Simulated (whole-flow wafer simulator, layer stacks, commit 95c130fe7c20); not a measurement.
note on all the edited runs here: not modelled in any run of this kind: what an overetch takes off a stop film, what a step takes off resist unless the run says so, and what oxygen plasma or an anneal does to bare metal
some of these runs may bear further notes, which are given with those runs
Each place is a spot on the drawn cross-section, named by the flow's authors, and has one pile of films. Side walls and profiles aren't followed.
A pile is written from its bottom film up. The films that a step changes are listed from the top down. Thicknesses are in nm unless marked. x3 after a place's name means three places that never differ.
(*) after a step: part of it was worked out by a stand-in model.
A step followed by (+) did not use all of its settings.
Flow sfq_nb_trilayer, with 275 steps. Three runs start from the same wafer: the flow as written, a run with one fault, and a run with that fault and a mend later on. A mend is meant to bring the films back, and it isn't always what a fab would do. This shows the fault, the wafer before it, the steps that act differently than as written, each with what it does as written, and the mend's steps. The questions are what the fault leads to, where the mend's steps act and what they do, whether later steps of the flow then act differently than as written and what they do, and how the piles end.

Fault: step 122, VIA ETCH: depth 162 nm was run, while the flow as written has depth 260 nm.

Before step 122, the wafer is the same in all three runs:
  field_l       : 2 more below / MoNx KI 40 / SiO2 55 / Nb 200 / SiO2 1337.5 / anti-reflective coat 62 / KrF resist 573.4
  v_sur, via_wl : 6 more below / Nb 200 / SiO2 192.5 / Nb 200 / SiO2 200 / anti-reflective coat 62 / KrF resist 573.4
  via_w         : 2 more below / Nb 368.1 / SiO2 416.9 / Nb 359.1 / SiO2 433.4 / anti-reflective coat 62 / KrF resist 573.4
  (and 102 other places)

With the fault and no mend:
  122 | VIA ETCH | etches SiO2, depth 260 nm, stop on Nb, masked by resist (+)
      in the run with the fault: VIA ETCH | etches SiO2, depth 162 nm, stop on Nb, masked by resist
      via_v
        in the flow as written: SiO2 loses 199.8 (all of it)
        in the run with the fault: SiO2 loses 162
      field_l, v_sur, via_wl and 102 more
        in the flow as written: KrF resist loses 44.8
        in the run with the fault: KrF resist loses 27.9
  Later steps of the flow acting differently than as written (3 more steps, not shown, differ only slightly: by at most 2% or 0.5 nm, whichever is larger):
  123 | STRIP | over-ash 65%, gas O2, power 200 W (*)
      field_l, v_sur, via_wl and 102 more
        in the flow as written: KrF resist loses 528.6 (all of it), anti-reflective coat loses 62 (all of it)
        in the run with the fault: KrF resist loses 545.5 (all of it), anti-reflective coat loses 62 (all of it)
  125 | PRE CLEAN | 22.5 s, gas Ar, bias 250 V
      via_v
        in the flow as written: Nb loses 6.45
        in the run with the fault: SiO2 loses 7.5
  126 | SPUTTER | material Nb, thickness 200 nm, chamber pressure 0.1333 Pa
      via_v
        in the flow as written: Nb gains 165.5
        in the run with the fault: Nb gains 173.6 (new film)
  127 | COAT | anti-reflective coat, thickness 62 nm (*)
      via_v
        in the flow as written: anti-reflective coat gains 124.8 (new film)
        in the run with the fault: anti-reflective coat gains 115 (new film)
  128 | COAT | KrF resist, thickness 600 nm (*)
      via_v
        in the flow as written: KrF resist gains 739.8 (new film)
        in the run with the fault: KrF resist gains 710.4 (new film)
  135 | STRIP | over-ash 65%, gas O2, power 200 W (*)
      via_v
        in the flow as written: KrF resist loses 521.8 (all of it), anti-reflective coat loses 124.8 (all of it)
        in the run with the fault: KrF resist loses 492.6 (all of it), anti-reflective coat loses 115 (all of it)
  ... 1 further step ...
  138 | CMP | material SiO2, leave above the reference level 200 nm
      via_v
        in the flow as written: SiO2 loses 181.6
        in the run with the fault: SiO2 loses 157.1
  The piles end different from the flow's at via_v by more than 2% or 0.5 nm, whichever is larger.
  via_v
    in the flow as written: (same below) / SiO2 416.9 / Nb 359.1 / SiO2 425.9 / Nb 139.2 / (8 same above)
    in the run with the fault: (same below) / SiO2 416.9 / Nb 200 / SiO2 30.3 / Nb 173.6 / SiO2 381.1 / Nb 139.2 / (8 same above)

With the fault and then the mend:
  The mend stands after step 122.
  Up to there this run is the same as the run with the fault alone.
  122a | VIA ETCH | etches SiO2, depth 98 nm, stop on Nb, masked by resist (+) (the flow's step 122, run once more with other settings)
      field_l, v_sur, via_wl and 102 more
        KrF resist loses 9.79
      via_v
        SiO2 loses 37.8 (all of it)
  None of the later steps of the flow differs from how it acts as written, at any place that is followed, by more than 2% or 0.5 nm, whichever is larger.
  The piles end the same as the flow's at every place that both follow.
